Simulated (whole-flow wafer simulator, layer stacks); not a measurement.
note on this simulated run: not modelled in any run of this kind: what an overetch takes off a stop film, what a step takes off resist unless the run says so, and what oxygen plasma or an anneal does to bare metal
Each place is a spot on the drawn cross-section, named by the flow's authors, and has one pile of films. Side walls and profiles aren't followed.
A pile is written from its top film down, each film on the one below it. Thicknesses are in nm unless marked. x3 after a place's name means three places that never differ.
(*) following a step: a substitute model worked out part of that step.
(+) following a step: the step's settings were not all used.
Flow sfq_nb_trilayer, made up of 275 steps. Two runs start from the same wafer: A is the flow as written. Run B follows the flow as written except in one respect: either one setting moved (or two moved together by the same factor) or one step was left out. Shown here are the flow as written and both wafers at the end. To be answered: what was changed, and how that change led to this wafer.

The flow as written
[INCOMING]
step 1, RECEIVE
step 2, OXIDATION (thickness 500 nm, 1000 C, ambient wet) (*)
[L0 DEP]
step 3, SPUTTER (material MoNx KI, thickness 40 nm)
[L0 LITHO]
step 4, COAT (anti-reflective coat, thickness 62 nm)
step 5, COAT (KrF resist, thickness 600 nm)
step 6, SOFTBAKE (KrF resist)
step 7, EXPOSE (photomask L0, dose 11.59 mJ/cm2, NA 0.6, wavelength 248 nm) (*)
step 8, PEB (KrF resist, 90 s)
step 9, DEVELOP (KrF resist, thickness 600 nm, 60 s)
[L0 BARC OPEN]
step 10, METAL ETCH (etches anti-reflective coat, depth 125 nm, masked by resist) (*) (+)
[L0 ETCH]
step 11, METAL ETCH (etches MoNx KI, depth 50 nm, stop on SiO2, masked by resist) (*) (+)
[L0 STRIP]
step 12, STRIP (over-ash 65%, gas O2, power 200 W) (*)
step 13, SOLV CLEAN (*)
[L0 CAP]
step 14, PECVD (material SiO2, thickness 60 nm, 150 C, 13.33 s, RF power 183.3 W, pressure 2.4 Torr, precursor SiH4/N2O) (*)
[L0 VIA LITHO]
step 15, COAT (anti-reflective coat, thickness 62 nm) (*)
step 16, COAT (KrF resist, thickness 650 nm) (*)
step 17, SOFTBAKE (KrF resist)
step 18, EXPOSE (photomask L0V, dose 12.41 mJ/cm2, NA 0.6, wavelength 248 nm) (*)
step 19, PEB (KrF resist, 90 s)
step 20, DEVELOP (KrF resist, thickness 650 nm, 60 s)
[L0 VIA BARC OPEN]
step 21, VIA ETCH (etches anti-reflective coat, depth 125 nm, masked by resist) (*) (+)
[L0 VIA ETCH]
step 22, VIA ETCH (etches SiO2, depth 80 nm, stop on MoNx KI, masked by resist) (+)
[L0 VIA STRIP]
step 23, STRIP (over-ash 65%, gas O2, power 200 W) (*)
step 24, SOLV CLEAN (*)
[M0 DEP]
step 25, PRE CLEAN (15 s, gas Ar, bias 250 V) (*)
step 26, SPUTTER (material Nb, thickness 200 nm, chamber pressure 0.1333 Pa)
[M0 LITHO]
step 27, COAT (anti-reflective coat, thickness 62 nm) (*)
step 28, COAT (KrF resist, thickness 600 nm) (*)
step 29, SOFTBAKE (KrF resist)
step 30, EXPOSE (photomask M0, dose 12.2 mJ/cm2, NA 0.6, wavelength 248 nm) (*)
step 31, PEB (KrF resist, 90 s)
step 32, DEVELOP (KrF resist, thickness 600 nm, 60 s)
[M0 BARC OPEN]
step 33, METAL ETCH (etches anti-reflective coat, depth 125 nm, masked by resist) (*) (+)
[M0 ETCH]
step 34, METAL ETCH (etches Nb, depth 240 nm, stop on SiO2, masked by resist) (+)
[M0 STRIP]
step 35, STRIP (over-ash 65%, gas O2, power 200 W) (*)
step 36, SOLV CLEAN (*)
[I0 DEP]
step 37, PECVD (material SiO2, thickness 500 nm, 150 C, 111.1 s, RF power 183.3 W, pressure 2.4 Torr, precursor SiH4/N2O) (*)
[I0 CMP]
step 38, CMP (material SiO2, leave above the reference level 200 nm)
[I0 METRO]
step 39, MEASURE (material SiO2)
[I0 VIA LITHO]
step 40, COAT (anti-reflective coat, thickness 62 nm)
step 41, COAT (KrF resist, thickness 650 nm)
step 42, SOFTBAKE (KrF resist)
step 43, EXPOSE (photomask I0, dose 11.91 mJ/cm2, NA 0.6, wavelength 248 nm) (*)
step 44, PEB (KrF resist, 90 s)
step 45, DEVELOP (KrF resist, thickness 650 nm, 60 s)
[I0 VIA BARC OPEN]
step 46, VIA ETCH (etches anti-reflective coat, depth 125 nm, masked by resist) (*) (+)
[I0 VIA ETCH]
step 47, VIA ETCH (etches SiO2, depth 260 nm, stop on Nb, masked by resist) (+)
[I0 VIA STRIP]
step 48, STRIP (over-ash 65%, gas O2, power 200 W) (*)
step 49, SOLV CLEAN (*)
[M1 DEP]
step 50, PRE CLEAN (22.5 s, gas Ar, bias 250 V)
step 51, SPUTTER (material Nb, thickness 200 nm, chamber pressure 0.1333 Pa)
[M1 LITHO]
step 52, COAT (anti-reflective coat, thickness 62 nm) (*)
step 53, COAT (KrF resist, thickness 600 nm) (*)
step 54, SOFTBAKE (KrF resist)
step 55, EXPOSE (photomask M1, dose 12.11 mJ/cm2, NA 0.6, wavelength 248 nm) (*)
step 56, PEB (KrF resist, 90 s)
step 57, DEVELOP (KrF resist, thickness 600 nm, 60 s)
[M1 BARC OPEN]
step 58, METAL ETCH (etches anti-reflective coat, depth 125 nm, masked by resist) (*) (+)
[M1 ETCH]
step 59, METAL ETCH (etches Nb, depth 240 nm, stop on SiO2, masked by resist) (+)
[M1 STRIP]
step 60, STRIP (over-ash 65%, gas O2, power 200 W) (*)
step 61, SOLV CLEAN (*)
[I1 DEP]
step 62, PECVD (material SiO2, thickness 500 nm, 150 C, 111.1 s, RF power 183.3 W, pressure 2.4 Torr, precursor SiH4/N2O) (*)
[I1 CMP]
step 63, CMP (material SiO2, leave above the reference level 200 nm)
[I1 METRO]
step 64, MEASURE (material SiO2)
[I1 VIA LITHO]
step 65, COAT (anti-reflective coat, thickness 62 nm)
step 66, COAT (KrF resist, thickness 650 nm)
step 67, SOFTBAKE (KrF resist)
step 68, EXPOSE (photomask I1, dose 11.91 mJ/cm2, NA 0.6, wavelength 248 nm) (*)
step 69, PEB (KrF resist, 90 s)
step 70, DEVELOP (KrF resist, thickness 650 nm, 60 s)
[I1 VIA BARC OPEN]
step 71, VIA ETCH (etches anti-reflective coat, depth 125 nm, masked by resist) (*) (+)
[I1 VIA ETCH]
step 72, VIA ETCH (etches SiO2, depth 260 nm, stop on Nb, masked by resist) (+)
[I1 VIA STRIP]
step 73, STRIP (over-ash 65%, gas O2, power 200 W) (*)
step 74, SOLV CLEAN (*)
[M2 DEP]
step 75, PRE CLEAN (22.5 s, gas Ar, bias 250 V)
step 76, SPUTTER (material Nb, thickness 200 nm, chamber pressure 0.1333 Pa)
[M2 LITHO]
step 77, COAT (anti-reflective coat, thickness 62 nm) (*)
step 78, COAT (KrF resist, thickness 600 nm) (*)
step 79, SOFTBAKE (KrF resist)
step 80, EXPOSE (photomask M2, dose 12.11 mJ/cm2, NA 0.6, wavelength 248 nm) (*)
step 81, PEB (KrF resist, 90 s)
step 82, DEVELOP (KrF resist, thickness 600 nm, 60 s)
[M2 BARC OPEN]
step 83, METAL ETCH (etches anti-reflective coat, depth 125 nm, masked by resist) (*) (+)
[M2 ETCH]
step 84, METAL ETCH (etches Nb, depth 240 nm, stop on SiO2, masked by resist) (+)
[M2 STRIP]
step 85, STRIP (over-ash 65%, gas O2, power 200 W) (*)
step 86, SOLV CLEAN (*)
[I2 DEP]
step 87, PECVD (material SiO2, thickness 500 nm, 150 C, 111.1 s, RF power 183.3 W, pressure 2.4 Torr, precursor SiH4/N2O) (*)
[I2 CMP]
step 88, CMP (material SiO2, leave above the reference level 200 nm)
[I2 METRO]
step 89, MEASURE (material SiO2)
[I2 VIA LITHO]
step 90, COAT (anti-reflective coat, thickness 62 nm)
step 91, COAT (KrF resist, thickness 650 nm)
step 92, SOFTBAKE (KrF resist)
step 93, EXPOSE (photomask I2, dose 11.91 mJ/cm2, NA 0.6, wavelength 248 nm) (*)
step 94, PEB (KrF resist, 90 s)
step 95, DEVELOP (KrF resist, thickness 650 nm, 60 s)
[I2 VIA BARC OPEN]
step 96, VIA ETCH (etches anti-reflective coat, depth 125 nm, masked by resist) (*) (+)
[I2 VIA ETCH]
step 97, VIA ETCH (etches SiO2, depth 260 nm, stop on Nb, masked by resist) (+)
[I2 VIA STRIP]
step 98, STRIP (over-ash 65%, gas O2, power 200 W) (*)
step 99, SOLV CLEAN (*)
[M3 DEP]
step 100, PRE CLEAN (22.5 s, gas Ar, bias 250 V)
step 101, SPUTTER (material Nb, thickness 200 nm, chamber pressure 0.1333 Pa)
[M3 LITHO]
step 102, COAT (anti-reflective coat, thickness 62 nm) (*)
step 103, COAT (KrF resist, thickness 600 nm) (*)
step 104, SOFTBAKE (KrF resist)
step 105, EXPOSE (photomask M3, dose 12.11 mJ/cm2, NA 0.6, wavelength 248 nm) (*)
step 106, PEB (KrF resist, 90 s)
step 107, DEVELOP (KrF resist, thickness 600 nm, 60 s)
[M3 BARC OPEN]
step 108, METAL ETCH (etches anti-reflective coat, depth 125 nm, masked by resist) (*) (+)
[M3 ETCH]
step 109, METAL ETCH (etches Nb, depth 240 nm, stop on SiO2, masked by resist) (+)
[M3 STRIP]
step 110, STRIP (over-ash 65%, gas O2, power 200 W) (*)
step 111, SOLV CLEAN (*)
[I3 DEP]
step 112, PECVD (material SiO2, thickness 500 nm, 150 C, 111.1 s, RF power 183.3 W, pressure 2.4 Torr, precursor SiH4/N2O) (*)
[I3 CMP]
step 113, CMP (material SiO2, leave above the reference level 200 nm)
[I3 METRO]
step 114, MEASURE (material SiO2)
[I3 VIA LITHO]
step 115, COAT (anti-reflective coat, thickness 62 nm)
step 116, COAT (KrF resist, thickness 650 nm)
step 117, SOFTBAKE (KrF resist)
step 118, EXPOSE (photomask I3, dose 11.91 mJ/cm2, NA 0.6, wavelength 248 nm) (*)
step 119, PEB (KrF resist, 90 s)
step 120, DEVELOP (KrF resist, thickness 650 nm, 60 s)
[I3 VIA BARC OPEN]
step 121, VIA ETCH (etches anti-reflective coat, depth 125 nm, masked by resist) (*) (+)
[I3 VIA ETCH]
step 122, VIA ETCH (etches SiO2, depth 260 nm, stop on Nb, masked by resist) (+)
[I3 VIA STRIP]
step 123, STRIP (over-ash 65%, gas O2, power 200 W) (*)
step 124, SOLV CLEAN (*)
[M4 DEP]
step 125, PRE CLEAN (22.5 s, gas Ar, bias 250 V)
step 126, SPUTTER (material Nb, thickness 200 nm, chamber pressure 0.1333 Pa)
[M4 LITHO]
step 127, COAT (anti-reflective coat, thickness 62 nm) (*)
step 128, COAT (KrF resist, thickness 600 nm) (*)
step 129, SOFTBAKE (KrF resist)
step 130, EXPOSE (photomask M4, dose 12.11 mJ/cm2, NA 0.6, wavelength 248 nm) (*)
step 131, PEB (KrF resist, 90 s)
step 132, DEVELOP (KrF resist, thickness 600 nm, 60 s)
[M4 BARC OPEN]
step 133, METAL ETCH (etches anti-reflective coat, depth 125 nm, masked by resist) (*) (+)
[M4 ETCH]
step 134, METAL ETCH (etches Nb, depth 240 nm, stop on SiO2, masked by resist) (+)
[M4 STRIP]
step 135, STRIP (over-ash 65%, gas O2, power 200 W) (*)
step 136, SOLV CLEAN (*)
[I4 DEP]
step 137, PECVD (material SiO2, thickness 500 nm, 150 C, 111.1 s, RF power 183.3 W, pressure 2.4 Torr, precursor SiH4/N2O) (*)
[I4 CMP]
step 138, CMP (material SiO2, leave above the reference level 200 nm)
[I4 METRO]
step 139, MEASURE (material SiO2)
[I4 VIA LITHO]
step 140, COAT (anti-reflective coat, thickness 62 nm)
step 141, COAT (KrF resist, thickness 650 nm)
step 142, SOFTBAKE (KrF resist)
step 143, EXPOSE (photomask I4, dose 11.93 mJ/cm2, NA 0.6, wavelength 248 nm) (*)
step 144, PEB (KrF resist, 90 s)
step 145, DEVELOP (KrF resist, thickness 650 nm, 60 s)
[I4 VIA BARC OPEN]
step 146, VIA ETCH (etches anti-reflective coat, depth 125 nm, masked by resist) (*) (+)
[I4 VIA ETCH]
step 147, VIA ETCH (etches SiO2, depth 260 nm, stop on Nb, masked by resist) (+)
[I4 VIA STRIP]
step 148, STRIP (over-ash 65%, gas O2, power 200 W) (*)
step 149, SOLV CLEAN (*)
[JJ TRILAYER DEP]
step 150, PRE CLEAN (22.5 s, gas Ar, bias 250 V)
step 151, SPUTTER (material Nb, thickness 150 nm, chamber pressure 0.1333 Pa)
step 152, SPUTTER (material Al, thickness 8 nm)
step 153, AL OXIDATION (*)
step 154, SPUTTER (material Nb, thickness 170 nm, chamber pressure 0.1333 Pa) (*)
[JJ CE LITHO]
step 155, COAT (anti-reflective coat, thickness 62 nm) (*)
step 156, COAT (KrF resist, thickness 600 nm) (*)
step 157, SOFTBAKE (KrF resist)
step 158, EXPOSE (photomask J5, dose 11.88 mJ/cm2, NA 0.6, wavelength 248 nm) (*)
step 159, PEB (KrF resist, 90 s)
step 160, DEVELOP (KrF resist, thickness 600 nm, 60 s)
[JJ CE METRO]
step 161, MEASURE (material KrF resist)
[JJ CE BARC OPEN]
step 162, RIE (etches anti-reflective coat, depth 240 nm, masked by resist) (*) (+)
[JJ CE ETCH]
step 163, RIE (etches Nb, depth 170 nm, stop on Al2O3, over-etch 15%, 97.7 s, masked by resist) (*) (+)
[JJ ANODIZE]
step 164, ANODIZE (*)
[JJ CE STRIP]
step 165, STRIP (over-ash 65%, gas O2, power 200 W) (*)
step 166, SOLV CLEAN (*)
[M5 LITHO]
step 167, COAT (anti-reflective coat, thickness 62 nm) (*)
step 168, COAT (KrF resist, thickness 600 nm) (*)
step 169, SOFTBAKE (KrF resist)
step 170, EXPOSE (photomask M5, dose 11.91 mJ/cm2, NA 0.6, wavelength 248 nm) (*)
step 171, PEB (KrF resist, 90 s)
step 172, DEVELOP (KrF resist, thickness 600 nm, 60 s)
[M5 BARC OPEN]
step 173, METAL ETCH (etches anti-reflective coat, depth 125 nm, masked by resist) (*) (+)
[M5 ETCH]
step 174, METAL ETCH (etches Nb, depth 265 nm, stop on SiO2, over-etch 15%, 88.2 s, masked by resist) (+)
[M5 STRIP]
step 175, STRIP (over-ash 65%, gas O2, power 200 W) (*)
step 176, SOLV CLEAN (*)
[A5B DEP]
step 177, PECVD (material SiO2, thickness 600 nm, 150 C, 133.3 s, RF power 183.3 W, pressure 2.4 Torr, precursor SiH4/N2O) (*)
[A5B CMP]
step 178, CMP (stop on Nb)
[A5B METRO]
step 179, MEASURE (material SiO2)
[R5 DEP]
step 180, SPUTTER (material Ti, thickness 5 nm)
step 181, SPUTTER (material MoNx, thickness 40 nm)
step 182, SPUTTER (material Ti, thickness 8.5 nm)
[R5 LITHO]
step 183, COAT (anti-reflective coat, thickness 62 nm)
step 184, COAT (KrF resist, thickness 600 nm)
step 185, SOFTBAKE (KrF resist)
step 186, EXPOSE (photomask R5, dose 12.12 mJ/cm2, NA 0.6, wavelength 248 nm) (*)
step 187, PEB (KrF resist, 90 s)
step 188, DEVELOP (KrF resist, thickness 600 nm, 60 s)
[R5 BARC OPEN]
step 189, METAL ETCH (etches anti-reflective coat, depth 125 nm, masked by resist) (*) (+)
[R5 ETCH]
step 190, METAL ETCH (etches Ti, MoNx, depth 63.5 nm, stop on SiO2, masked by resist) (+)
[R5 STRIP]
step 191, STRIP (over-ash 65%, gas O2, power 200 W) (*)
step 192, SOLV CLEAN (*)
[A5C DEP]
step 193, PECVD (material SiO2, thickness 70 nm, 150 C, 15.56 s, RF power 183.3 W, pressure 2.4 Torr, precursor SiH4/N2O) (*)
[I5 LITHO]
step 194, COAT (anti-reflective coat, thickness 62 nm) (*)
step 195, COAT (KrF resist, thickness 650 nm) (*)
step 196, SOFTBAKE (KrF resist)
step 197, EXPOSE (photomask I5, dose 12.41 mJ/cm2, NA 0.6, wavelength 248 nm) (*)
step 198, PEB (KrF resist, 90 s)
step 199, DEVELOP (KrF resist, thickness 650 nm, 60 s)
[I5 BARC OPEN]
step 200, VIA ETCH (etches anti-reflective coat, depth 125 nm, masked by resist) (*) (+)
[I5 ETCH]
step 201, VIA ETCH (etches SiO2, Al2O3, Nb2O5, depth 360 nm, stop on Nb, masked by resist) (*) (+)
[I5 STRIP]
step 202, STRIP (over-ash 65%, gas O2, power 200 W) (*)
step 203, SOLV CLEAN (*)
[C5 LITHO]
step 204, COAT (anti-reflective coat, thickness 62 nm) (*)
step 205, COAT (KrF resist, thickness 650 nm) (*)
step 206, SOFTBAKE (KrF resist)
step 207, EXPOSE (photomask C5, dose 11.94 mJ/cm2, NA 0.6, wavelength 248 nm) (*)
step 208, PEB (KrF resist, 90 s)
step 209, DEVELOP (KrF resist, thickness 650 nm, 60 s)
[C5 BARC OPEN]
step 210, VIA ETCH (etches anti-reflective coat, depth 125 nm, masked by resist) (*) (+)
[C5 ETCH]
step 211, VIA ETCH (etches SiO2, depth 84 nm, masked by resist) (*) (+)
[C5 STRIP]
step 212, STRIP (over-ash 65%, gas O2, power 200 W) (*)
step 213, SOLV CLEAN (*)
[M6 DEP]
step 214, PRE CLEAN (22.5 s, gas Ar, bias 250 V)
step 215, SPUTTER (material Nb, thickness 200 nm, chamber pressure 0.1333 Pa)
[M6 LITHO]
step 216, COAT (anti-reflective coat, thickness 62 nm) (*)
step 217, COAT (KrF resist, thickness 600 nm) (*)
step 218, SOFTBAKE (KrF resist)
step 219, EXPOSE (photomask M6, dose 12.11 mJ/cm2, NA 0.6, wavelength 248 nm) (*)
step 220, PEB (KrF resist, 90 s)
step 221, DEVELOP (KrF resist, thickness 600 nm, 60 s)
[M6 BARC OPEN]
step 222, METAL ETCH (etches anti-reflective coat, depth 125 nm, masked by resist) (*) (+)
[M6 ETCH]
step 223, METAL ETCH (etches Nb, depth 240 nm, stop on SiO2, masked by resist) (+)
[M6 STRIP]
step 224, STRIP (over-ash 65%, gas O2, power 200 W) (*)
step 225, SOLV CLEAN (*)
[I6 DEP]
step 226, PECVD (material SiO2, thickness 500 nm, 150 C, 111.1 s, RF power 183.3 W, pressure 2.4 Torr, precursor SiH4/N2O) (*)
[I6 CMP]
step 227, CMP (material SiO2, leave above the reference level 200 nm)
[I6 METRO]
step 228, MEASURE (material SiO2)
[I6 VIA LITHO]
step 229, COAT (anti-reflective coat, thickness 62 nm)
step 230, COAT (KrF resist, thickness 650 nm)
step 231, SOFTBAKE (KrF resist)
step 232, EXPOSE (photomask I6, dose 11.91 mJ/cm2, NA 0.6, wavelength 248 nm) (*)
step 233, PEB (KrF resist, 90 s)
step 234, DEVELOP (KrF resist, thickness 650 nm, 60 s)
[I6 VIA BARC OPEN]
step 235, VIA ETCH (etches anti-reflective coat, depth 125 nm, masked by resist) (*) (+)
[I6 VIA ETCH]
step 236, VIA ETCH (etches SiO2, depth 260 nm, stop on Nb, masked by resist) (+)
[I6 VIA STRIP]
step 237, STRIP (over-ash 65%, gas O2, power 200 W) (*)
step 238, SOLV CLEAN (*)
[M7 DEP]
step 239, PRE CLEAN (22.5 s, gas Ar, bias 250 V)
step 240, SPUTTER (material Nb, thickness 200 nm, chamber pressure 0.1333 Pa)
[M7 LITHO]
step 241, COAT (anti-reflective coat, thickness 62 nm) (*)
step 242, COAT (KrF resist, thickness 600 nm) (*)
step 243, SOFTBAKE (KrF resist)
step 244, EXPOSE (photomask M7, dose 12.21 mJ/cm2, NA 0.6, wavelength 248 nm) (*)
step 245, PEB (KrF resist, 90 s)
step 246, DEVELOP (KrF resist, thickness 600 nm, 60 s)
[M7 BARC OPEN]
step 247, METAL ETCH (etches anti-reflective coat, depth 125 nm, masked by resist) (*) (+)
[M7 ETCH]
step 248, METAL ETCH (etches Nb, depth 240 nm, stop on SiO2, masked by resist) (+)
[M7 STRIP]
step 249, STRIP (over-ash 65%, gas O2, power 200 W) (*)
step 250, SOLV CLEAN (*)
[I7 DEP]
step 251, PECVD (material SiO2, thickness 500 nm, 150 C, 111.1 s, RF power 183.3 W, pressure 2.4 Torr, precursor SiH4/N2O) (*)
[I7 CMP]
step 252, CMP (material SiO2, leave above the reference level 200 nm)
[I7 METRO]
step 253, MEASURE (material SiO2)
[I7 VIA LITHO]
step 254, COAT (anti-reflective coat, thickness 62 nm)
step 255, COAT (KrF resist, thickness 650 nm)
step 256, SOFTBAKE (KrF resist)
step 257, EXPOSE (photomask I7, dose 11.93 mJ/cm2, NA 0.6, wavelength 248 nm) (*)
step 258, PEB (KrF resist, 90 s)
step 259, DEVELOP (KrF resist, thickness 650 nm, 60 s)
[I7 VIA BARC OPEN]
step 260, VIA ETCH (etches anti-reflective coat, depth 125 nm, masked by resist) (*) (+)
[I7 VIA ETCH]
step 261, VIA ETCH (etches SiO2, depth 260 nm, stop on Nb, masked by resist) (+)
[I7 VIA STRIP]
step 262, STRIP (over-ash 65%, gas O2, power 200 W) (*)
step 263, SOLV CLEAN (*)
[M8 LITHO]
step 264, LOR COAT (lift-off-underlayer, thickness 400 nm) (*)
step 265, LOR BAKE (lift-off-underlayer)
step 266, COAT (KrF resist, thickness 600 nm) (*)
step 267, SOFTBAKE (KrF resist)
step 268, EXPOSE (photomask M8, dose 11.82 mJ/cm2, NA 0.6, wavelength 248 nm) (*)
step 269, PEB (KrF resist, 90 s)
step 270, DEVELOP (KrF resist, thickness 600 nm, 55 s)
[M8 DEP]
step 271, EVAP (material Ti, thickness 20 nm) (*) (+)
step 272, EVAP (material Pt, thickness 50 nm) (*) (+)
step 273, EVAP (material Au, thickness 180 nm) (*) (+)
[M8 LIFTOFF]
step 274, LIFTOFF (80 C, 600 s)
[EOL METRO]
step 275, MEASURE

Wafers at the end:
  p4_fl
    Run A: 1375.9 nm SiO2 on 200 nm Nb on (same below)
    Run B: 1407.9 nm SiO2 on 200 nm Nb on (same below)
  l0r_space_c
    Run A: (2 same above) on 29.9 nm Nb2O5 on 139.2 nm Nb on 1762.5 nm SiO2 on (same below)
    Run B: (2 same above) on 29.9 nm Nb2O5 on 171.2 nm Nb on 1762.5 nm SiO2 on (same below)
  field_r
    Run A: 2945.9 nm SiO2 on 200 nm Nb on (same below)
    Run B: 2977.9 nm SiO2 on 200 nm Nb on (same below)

What caused this: step 151, SPUTTER: thickness 182 nm was run, while the flow as written has thickness 150 nm.

The path from the change to this, step by step:
  step 151, SPUTTER (material Nb, thickness 150 nm, chamber pressure 0.1333 Pa)
      field_l, v_sur, via_sp and 100 more: A Nb gains 150 (new film) | B Nb gains 182 (new film)
      via_wl, via_w, via_wr: A Nb gains 130.4 | B Nb gains 158.5
  step 155, COAT (anti-reflective coat, thickness 62 nm) (*)
      via_wl, via_wr: A anti-reflective coat gains 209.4 (new film) | B anti-reflective coat gains 218.7 (new film)
      via_w: A anti-reflective coat gains 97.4 (new film) | B anti-reflective coat gains 100.2 (new film)
  step 162, RIE (etches anti-reflective coat, depth 240 nm, masked by resist) (*) (+)
      ce_l, c5j, ce_r, wl_jj: A KrF resist loses 209.4 | B KrF resist loses 218.7
      via_wl, via_wr: A anti-reflective coat loses 209.4 (all of it) | B anti-reflective coat loses 218.7 (all of it)
      (as well as at 1 more place)
  step 165, STRIP (over-ash 65%, gas O2, power 200 W) (*)
      ce_l: A KrF resist loses 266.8 (all of it), anti-reflective coat loses 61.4 (all of it) | B KrF resist loses 257.4 (all of it), anti-reflective coat loses 61.4 (all of it)
      c5j: A KrF resist loses 266.9 (all of it), anti-reflective coat loses 61.5 (all of it) | B KrF resist loses 257.5 (all of it), anti-reflective coat loses 61.5 (all of it)
      (as well as at 2 more places)
  step 167, COAT (anti-reflective coat, thickness 62 nm) (*)
      via_wl: A anti-reflective coat gains 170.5 (new film) | B anti-reflective coat gains 175.7 (new film)
      via_wr: A anti-reflective coat gains 170.6 (new film) | B anti-reflective coat gains 175.8 (new film)
      (as well as at 2 more places)
  step 174, METAL ETCH (etches Nb, depth 265 nm, stop on SiO2, over-etch 15%, 88.2 s, masked by resist) (+)
      field_l, r_sur, res and 49 more: A Al2O3 loses 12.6 (all of it), Nb2O5 loses 29.9 (all of it), Nb loses 139.2 (all of it), SiO2 loses 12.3 | B Al2O3 loses 12.6 (all of it), Nb2O5 loses 29.9 (all of it), Nb loses 171.2 (all of it), SiO2 loses 9.09
      wl_a_sl: A Al2O3 loses 12.6 (all of it), Nb2O5 loses 29.9 (all of it), Nb loses 139.2 (all of it), SiO2 loses 12.3 | B Al2O3 loses 12.6 (all of it), Nb2O5 loses 29.9 (all of it), Nb loses 171.2 (all of it), SiO2 loses 9.1
  step 175, STRIP (over-ash 65%, gas O2, power 200 W) (*)
      via_wl: A KrF resist loses 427 (all of it), anti-reflective coat loses 170.5 (all of it) | B KrF resist loses 425.3 (all of it), anti-reflective coat loses 175.7 (all of it)
      via_wr: A KrF resist loses 427.6 (all of it), anti-reflective coat loses 170.6 (all of it) | B KrF resist loses 425.9 (all of it), anti-reflective coat loses 175.8 (all of it)
      (as well as at 2 more places)
  step 178, CMP (stop on Nb)
      field_l, p4_fl, p4_fm and 39 more: A SiO2 loses 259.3 | B SiO2 loses 230.5
      r_sur, res, r_end, moat, field_r, lsp_l: A SiO2 loses 252.3 | B SiO2 loses 222.4
      (as well as at 5 more places)
